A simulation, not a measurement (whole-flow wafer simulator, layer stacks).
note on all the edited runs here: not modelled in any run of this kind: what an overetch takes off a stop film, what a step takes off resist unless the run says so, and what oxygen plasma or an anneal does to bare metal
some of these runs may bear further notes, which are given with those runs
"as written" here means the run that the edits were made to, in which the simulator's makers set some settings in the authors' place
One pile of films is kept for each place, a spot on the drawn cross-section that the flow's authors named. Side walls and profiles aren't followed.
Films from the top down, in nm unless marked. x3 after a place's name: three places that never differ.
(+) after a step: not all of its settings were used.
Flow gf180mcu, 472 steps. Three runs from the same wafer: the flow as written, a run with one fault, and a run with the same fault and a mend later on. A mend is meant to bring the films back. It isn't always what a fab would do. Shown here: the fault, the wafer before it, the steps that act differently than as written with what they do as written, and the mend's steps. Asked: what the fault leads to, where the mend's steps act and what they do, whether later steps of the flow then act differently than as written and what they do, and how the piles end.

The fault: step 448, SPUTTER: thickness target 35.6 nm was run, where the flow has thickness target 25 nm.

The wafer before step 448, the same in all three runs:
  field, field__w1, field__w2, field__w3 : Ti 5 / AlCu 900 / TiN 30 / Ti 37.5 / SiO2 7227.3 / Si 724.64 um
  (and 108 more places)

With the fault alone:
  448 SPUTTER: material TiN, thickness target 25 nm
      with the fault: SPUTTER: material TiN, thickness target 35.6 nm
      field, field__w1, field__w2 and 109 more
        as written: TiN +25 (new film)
        with the fault: TiN +35.6 (new film)
  Later steps of the flow that act differently than as written (4 more steps differ only slightly, by at most 2% or 0.5 nm, whichever is larger, and aren't shown):
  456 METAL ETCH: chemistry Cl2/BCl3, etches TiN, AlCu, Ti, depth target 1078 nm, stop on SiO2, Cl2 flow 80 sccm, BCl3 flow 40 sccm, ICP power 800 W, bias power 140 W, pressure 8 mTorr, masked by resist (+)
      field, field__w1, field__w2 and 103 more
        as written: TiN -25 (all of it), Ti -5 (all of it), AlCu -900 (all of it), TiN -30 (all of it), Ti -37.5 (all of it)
        with the fault: TiN -35.6 (all of it), Ti -5 (all of it), AlCu -900 (all of it), TiN -30 (all of it), Ti -37.5 (all of it)
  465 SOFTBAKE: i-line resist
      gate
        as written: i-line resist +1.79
        with the fault: i-line resist -0.28
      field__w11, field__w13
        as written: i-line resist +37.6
        with the fault: i-line resist +31.5
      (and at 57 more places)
  At the end the piles differ from the flow's by more than 2% or 0.5 nm, whichever is larger, at field__w8, contact, m1, m1__w1, pad, m1_nw.
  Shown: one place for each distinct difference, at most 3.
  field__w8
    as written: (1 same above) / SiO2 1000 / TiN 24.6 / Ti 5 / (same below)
    with the fault: (1 same above) / SiO2 1000 / TiN 35.2 / Ti 5 / (same below)
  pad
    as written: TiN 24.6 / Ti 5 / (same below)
    with the fault: TiN 35.2 / Ti 5 / (same below)

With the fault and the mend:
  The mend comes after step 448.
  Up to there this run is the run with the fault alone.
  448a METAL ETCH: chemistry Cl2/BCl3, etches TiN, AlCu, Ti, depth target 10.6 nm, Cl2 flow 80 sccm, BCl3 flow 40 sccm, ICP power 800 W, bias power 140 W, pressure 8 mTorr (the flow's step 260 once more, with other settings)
      field, field__w1, field__w2 and 109 more
        TiN -10.6
  No later step of the flow acts differently than as written at any place that is followed.
  At the end the piles are the same as the flow's at every place that both follow.
